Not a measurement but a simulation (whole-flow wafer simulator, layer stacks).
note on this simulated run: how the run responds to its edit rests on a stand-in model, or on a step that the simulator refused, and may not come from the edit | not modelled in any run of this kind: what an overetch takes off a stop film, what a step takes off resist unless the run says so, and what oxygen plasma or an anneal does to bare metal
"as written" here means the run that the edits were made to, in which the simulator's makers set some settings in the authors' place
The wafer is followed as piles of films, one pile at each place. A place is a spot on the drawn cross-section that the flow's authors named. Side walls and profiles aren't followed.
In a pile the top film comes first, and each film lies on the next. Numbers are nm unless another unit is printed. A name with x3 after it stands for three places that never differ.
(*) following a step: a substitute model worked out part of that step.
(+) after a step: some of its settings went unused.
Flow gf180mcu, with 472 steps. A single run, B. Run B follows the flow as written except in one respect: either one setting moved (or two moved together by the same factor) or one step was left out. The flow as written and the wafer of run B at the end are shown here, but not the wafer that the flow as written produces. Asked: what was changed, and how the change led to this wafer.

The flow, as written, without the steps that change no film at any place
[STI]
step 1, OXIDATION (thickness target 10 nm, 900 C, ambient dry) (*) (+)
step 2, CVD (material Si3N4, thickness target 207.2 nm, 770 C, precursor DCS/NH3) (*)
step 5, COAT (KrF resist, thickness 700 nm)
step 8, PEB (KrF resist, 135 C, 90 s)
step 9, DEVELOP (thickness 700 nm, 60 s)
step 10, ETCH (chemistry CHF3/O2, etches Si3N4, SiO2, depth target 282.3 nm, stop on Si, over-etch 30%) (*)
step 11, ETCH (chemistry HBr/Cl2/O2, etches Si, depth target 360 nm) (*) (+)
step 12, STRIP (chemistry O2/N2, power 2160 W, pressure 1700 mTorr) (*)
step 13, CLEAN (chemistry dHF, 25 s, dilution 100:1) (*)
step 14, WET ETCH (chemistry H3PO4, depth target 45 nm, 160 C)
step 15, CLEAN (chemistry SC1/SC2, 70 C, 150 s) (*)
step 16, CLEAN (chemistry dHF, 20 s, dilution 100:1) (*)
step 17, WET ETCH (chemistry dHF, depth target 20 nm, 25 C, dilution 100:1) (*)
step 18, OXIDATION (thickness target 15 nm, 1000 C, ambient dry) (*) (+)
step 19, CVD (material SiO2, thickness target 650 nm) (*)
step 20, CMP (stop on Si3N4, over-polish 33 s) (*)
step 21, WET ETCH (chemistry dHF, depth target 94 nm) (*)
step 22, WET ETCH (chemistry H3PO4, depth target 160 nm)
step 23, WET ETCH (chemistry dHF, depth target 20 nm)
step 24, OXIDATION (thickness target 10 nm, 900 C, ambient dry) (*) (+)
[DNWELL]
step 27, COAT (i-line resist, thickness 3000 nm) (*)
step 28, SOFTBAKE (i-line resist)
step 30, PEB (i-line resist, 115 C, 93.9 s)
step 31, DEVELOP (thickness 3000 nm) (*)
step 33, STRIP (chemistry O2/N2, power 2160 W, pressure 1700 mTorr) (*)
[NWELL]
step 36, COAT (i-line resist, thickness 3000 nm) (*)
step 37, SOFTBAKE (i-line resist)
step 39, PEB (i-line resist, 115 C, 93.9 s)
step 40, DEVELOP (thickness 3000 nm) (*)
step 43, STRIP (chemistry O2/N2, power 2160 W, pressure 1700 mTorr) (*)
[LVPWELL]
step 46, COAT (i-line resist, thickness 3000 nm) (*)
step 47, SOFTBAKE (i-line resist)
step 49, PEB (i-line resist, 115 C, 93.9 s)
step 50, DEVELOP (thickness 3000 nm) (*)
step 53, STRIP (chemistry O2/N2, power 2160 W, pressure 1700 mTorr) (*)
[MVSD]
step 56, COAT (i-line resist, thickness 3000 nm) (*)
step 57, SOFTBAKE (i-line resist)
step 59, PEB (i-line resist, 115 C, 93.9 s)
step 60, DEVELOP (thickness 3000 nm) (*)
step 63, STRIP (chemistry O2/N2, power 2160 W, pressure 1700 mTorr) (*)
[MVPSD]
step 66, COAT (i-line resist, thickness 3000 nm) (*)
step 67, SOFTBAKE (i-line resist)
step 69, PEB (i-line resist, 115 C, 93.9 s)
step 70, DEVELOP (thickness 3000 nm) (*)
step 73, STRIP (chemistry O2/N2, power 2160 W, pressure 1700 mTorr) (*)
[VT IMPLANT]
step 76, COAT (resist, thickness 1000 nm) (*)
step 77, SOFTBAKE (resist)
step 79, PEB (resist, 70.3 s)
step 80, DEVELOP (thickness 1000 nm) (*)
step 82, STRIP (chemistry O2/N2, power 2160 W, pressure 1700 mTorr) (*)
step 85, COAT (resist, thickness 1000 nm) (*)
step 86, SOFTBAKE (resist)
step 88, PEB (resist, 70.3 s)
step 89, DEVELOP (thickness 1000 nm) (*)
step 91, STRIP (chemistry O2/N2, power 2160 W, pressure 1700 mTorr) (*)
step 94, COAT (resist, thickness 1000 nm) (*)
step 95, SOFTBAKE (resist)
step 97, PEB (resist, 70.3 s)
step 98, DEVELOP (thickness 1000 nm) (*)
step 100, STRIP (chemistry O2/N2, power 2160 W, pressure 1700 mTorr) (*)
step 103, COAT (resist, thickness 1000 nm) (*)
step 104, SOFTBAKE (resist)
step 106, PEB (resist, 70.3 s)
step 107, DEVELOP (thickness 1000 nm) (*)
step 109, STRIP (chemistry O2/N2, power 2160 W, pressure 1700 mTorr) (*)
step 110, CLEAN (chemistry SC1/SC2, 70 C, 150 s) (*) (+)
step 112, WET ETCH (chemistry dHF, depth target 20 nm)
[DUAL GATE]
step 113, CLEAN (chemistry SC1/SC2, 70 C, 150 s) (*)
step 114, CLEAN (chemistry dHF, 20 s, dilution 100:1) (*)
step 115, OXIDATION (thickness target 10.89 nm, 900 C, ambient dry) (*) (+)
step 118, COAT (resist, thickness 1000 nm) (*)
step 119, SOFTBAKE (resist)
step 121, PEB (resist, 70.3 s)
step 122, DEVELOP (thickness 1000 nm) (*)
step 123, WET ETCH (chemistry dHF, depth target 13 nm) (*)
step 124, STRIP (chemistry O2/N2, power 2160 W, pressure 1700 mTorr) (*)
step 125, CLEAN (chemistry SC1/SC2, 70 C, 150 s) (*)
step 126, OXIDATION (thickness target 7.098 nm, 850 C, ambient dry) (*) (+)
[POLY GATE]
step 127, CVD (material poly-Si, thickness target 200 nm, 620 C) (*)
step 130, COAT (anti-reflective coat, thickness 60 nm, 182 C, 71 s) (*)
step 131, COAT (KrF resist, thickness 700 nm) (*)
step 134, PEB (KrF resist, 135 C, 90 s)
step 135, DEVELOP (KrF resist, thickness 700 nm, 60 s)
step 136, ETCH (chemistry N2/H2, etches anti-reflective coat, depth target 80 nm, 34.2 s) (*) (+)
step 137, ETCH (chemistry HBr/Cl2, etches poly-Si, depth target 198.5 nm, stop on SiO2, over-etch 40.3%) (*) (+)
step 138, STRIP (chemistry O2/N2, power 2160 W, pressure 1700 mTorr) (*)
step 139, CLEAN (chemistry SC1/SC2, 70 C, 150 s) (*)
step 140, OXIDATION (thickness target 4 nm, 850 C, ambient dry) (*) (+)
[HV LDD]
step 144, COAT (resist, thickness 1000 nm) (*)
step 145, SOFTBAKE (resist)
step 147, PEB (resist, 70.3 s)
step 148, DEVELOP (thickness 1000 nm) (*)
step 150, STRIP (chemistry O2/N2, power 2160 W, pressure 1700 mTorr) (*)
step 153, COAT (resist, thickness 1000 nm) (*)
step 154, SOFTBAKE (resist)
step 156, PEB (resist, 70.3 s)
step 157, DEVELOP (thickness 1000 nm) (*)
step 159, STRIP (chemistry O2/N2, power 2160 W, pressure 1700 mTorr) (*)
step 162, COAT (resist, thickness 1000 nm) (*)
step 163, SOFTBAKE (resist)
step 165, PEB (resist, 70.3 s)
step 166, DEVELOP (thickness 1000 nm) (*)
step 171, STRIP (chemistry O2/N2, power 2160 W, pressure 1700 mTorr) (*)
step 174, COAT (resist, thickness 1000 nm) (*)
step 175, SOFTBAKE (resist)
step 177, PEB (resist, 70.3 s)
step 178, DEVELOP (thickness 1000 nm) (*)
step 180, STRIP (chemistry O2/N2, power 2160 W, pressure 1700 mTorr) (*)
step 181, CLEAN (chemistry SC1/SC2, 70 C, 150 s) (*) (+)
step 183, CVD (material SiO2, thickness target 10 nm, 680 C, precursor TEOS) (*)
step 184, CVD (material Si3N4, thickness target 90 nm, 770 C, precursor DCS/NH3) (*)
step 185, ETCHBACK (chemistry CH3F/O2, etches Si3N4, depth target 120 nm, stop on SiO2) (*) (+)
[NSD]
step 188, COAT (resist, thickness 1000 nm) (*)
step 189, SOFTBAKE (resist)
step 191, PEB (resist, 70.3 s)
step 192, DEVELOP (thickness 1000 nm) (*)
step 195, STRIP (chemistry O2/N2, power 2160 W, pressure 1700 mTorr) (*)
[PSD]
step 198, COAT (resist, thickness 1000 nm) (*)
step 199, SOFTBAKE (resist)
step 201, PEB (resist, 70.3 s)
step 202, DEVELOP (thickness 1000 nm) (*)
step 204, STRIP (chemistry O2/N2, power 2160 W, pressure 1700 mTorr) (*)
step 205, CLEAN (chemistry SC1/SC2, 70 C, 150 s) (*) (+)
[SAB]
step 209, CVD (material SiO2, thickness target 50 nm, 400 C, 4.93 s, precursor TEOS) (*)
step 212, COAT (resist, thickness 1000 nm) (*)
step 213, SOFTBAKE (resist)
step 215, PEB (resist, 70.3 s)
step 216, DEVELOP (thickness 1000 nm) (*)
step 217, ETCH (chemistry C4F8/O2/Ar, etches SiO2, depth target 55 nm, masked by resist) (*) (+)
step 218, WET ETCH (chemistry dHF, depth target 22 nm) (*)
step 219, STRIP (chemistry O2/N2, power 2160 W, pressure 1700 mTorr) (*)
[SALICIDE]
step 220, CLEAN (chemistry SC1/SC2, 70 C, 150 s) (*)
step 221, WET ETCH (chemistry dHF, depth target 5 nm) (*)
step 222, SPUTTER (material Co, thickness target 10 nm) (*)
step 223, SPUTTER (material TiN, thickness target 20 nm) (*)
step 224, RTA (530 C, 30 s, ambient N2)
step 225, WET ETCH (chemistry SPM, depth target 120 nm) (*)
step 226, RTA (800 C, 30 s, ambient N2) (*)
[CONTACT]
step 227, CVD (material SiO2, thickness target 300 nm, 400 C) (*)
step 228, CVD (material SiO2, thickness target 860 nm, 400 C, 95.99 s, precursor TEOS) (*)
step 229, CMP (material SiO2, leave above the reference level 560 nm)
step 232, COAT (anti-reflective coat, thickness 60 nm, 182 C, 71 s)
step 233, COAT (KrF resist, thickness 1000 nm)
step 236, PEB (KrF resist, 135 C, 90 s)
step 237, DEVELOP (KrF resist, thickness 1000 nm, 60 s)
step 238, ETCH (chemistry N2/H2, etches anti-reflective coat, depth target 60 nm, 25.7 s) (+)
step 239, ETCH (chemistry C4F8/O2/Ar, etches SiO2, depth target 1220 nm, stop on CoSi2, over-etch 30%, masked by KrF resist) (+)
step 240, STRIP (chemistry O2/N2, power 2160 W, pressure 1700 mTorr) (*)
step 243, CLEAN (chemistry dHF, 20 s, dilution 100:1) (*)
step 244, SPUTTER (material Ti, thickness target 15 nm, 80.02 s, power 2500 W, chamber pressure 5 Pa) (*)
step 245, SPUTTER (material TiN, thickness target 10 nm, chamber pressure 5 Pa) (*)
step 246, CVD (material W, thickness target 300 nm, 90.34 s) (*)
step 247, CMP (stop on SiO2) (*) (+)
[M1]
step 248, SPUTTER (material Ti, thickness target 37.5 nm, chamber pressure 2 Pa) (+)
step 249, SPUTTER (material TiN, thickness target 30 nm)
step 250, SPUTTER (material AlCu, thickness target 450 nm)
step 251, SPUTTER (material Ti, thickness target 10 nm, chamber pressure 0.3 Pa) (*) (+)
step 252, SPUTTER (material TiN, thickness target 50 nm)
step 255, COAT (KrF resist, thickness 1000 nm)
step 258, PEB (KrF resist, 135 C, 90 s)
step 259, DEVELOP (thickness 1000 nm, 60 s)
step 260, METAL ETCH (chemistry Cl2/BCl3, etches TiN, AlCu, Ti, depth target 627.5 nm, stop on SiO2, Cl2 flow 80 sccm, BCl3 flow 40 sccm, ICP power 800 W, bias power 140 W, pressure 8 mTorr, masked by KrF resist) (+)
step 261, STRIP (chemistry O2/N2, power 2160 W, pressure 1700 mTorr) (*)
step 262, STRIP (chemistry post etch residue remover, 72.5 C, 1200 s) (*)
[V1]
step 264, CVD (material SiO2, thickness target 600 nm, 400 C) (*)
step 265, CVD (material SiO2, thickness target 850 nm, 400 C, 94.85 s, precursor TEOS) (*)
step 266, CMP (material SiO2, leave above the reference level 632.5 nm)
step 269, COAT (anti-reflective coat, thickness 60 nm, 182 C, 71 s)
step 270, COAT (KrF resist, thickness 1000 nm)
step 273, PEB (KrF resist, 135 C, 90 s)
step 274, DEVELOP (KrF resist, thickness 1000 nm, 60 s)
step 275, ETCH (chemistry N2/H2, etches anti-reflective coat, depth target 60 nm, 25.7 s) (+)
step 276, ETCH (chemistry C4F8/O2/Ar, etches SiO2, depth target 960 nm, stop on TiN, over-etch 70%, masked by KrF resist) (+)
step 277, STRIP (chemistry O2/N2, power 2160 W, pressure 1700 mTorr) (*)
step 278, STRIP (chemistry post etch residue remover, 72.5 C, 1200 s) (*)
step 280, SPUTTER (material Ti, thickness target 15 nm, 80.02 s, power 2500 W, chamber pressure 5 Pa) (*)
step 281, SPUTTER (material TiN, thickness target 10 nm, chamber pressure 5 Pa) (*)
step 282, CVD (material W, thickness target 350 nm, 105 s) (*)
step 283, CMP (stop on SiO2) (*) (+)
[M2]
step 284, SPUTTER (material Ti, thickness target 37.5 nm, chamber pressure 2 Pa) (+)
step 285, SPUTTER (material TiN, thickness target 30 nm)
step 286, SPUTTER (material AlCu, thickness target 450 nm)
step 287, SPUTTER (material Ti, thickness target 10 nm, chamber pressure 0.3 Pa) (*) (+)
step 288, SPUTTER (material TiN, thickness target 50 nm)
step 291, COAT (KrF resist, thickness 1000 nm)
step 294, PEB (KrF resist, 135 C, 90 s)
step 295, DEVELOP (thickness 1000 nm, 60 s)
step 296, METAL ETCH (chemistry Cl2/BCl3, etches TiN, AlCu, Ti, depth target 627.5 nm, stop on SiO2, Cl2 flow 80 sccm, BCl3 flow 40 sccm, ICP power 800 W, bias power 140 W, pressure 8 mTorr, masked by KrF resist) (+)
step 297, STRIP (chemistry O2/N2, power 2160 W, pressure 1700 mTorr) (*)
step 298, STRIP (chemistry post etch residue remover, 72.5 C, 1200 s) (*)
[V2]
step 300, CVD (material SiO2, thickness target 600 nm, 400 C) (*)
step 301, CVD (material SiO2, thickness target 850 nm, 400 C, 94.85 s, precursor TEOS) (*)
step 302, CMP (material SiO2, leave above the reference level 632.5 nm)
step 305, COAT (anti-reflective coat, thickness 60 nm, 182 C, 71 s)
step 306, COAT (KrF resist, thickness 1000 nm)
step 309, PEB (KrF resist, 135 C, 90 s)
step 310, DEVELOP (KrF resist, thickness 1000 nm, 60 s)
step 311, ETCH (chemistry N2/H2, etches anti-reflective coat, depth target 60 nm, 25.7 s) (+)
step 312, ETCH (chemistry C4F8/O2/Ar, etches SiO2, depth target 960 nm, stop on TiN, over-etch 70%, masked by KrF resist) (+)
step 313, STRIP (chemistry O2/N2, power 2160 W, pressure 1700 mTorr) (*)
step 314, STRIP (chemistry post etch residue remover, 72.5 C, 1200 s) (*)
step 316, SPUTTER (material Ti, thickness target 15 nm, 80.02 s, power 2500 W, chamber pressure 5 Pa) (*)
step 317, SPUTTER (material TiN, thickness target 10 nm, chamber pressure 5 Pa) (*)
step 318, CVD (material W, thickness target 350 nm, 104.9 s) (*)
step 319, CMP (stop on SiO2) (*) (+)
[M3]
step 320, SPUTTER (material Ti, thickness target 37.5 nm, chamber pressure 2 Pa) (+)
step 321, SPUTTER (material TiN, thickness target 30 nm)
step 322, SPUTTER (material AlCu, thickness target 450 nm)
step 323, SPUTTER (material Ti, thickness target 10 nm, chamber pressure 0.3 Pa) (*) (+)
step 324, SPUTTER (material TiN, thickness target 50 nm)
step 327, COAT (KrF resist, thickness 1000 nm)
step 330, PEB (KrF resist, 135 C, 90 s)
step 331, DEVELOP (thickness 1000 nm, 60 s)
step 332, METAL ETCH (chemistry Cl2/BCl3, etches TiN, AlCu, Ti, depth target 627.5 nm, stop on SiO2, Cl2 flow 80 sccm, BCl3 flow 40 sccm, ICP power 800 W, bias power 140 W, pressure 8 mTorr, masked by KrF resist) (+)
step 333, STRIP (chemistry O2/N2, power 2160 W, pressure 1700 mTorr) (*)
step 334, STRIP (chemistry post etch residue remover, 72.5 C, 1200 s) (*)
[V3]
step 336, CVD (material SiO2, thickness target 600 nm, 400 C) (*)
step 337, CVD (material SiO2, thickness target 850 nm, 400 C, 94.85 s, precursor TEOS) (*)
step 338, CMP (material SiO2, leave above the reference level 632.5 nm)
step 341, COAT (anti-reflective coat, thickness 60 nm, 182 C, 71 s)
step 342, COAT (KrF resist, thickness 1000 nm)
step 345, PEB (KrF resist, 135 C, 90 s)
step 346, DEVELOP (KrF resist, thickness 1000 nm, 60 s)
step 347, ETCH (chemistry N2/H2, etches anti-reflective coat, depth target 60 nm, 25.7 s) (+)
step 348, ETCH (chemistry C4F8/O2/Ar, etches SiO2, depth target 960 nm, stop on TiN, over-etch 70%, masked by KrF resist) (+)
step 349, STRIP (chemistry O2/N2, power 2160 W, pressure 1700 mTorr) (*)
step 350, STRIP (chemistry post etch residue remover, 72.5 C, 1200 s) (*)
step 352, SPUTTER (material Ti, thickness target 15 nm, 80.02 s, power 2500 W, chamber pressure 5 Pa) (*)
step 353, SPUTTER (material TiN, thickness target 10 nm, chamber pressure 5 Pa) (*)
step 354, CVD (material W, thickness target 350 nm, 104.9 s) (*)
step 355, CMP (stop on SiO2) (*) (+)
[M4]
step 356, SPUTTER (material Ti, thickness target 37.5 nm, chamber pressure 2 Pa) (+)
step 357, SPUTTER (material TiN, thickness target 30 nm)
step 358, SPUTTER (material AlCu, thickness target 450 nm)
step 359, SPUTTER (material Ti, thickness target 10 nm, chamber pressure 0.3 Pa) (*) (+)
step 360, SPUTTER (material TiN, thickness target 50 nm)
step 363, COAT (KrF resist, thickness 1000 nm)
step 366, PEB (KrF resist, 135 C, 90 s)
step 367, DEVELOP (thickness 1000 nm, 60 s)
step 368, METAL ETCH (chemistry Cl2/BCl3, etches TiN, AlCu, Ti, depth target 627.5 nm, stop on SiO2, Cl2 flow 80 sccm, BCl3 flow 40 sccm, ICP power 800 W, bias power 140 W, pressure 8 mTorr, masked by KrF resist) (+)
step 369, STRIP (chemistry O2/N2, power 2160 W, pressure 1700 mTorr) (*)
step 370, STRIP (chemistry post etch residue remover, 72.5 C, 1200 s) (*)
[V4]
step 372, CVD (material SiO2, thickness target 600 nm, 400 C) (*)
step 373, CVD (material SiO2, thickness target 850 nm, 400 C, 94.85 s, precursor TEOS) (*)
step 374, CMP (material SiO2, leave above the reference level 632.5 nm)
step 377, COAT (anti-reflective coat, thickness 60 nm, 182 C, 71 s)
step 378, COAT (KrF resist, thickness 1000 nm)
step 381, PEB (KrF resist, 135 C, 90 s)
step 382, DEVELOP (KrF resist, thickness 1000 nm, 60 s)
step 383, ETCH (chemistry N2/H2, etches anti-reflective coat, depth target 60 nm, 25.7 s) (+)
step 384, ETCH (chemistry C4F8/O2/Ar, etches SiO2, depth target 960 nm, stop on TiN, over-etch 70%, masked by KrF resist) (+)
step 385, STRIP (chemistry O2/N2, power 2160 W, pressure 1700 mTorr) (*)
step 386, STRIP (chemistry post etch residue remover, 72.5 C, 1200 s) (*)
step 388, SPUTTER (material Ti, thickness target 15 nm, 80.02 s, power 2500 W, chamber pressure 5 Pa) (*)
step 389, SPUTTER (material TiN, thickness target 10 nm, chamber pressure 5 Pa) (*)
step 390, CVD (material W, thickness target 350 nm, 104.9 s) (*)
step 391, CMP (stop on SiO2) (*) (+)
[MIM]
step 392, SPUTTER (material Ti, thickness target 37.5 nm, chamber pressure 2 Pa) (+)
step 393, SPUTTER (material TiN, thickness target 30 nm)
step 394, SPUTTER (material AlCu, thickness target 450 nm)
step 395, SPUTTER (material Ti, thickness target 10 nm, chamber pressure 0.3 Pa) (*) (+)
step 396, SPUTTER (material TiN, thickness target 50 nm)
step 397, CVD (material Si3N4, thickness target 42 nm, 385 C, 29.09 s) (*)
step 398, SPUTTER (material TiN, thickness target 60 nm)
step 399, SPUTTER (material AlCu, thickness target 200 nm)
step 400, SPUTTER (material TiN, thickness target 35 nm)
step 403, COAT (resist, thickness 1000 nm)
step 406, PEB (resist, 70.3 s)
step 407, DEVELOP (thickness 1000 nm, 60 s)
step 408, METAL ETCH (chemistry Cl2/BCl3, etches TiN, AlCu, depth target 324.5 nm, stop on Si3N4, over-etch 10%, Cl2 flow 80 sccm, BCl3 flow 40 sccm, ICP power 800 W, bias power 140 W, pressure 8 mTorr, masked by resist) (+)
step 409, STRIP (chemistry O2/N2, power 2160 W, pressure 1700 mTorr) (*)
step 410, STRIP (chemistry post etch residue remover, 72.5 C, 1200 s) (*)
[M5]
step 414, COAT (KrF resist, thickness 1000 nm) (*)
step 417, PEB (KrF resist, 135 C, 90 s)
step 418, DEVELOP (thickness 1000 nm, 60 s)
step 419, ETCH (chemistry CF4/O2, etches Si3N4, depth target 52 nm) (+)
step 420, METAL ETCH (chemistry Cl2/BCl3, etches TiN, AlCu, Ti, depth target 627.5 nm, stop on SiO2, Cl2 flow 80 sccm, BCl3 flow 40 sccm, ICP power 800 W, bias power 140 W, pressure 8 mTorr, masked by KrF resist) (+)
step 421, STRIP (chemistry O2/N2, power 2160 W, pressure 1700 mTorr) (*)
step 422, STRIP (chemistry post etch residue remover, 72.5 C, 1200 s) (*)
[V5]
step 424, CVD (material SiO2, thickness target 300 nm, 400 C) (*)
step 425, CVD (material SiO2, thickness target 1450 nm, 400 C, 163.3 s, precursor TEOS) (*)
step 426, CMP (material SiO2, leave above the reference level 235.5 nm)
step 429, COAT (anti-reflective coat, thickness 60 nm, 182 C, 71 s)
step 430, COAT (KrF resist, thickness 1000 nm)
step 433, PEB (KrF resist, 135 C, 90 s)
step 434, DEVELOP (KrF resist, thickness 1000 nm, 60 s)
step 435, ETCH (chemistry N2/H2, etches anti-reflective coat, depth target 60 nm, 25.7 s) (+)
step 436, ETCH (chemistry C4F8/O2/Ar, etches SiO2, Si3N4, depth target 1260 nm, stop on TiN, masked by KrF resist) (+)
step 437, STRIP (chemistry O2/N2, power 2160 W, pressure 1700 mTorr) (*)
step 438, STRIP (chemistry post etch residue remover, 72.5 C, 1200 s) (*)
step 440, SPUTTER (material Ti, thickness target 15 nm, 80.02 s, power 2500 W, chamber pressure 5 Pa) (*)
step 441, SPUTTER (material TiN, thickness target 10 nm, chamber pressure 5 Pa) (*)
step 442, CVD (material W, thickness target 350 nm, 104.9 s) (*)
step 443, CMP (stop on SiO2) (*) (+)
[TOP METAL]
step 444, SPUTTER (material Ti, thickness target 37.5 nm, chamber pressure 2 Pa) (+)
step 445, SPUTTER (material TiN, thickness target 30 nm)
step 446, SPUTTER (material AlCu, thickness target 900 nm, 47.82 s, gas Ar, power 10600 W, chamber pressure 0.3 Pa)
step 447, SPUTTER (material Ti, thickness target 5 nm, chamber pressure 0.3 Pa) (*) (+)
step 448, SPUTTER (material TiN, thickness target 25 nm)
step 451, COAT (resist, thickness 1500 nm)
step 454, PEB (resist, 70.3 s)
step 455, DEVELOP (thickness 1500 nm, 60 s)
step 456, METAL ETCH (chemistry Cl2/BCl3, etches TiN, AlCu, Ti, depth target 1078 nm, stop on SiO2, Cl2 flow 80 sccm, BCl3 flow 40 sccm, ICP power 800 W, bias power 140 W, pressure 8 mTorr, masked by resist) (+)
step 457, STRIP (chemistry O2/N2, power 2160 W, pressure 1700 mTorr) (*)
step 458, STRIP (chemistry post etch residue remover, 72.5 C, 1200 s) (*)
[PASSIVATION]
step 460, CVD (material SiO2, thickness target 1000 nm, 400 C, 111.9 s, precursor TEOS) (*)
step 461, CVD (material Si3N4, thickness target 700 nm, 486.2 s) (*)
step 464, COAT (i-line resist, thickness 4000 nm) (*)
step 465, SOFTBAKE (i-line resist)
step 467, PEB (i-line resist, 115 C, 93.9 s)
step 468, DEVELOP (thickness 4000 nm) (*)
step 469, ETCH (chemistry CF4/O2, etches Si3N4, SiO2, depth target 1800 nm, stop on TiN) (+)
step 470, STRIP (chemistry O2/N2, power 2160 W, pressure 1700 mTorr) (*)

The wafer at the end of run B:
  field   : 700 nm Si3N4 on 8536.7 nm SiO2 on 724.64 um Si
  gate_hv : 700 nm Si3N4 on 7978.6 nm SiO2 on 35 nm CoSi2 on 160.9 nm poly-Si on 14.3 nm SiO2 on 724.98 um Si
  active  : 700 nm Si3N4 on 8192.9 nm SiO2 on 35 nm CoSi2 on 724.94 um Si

Cause: step 338, CMP: leave above the reference level 942.4 nm was run, while the flow as written has leave above the reference level 632.5 nm.

How this came from the change, step by step:
  step 338, CMP (material SiO2, leave above the reference level 632.5 nm)
      field, field__w1, field__w2 and 103 more: nothing (it would be, as written: SiO2 loses 300)
      field__w8, contact, m1, m1__w1, m1_nw: SiO2 loses 567.2 (it would be, as written: SiO2 loses 877.1)
  step 341, COAT (anti-reflective coat, thickness 60 nm, 182 C, 71 s)
      field: anti-reflective coat gains 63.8 (new film) (it would be, as written: anti-reflective coat gains 60 (new film))
      field__w8: anti-reflective coat gains 54.2 (new film) (it would be, as written: anti-reflective coat gains 60 (new film))
      (as well as at 10 more places)
  step 347, ETCH (chemistry N2/H2, etches anti-reflective coat, depth target 60 nm, 25.7 s) (+)
      contact: anti-reflective coat loses 54.1 (all of it), SiO2 loses 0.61 (it would be, as written: anti-reflective coat loses 60 (all of it), SiO2 loses 0.46)
  step 348, ETCH (chemistry C4F8/O2/Ar, etches SiO2, depth target 960 nm, stop on TiN, over-etch 70%, masked by KrF resist) (+)
      contact: SiO2 loses 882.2 (all of it) (it would be, as written: SiO2 loses 572.5 (all of it))
  step 349, STRIP (chemistry O2/N2, power 2160 W, pressure 1700 mTorr) (*)
      field: KrF resist loses 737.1 (all of it), anti-reflective coat loses 63.8 (all of it) (it would be, as written: KrF resist loses 739.2 (all of it), anti-reflective coat loses 60 (all of it))
      field__w8: KrF resist loses 738.3 (all of it), anti-reflective coat loses 54.2 (all of it) (it would be, as written: KrF resist loses 739.2 (all of it), anti-reflective coat loses 60 (all of it))
      (as well as at 9 more places)
  step 352, SPUTTER (material Ti, thickness target 15 nm, 80.02 s, power 2500 W, chamber pressure 5 Pa) (*)
      contact: Ti gains 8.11 (new film) (it would be, as written: Ti gains 9.65 (new film))
  step 353, SPUTTER (material TiN, thickness target 10 nm, chamber pressure 5 Pa) (*)
      contact: TiN gains 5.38 (new film) (it would be, as written: TiN gains 6.4 (new film))
  step 354, CVD (material W, thickness target 350 nm, 104.9 s) (*)
      contact: W gains 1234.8 (new film) (it would be, as written: W gains 932.3 (new film))
  step 355, CMP (stop on SiO2) (*) (+)
      field__w8, m1, m1__w1, m1_nw: W loses 350 (all of it), TiN loses 10 (all of it), Ti loses 15 (all of it), SiO2 loses 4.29 (it would be, as written: W loses 350 (all of it), TiN loses 10 (all of it), Ti loses 15 (all of it), SiO2 loses 3.78)
  step 374, CMP (material SiO2, leave above the reference level 632.5 nm)
      field, field__w1, field__w2 and 103 more: SiO2 loses 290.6 (it would be, as written: SiO2 loses 300)
